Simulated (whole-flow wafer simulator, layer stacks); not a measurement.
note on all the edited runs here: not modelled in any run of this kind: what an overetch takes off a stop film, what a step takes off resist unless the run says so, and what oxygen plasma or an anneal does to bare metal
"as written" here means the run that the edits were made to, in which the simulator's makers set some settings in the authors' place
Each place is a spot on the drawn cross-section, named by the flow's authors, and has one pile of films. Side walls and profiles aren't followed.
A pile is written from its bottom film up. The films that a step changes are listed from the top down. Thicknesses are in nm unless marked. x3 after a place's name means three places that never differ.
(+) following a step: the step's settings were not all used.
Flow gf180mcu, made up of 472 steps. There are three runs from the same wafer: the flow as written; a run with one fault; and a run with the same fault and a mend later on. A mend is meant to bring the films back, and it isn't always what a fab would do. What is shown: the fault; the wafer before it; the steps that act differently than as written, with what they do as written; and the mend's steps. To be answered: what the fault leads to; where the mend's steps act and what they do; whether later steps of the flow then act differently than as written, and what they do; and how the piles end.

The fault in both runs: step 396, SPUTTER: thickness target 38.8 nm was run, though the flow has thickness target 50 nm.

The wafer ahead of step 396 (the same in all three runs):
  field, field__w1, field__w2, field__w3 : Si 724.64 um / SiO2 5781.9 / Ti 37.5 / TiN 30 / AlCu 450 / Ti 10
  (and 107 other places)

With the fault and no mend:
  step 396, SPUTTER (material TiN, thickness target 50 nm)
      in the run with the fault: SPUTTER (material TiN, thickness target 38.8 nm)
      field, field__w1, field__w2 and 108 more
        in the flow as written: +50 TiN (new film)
        in the run with the fault: +38.8 TiN (new film)
  Later steps of the flow acting differently than as written (1 more step, not shown, differs only slightly: by at most 2% or 0.5 nm, whichever is larger):
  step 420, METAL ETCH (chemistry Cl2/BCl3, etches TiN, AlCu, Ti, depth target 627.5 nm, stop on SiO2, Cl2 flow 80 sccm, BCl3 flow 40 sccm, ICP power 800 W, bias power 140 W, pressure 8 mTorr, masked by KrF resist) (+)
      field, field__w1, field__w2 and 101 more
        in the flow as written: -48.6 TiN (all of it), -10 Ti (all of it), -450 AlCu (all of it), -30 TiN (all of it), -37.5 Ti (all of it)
        in the run with the fault: -37.4 TiN (all of it), -10 Ti (all of it), -450 AlCu (all of it), -30 TiN (all of it), -37.5 Ti (all of it)
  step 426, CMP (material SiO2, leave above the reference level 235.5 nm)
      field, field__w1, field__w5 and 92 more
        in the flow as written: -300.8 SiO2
        in the run with the fault: -312 SiO2
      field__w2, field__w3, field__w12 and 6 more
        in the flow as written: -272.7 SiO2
        in the run with the fault: -284.4 SiO2
  The piles end different from the flow's at field__w4, field__w8, contact, m1, m1__w1, mim, mim_1p0, m1_nw by more than 2% or 0.5 nm, whichever is larger.
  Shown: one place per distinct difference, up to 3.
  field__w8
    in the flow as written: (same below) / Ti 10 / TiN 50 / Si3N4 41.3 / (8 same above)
    in the run with the fault: (same below) / Ti 10 / TiN 38.8 / Si3N4 41.3 / (8 same above)
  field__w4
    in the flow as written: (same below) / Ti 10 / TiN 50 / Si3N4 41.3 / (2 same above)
    in the run with the fault: (same below) / Ti 10 / TiN 38.8 / Si3N4 41.3 / (2 same above)
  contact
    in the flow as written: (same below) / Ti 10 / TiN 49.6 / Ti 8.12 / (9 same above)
    in the run with the fault: (same below) / Ti 10 / TiN 38.4 / Ti 8.12 / (9 same above)

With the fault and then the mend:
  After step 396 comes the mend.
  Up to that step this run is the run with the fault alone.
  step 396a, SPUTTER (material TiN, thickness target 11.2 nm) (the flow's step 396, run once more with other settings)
      field, field__w1, field__w2 and 108 more
        +11.2 TiN
  Later steps of the flow that are run all act as written at every place that is followed.
  By the end, the piles equal the flow's at every place that both follow.
